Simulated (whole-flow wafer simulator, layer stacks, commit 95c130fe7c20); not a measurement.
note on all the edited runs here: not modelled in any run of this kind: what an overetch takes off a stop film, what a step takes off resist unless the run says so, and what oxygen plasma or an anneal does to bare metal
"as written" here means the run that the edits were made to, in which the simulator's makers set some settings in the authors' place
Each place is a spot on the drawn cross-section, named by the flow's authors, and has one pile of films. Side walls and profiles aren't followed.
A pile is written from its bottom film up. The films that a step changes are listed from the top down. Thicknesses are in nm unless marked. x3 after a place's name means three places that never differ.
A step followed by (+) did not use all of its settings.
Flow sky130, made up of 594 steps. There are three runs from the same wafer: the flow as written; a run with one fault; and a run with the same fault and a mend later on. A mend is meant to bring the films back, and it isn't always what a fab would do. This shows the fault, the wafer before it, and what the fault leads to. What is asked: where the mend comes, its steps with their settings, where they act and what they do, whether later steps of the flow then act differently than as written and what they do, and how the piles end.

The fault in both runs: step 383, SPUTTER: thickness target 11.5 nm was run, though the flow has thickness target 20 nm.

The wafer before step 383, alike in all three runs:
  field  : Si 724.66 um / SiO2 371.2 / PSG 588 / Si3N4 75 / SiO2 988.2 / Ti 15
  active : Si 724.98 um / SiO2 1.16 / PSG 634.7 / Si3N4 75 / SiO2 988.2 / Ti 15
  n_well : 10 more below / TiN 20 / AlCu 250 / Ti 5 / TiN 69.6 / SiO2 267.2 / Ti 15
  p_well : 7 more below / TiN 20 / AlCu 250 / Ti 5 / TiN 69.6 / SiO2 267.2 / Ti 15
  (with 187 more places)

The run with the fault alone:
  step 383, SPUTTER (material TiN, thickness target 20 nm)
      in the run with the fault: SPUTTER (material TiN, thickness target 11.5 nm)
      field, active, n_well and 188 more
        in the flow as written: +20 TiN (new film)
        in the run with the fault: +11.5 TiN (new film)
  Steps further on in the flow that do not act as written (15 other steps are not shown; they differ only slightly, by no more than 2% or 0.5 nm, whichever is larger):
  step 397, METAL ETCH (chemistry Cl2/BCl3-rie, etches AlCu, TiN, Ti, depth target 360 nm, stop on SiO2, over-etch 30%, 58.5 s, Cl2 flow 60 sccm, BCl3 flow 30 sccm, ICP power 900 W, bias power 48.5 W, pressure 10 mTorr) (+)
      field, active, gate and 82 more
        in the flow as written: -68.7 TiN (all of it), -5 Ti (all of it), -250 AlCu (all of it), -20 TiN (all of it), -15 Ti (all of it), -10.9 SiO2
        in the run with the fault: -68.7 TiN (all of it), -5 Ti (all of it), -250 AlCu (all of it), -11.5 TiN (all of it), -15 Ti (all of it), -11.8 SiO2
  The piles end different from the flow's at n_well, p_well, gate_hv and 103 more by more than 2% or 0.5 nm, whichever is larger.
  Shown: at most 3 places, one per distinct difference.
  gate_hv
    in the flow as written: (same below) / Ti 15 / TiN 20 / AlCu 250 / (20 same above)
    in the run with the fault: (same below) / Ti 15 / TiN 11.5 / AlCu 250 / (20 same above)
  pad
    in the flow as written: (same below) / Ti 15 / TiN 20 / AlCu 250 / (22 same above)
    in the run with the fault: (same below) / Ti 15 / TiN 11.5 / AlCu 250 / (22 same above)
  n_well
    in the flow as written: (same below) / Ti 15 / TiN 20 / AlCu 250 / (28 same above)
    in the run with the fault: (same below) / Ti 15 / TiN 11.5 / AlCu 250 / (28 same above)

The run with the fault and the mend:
  The mend stands after step 383.
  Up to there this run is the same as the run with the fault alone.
  step 383a, SPUTTER (material TiN, thickness target 8.5 nm) (the flow's step 383 again, with other settings)
      field, active, n_well and 188 more
        +8.5 TiN
  None of the later steps of the flow acts differently than as written at any place that is followed.
  The piles end the same as the flow's at every place that both follow.
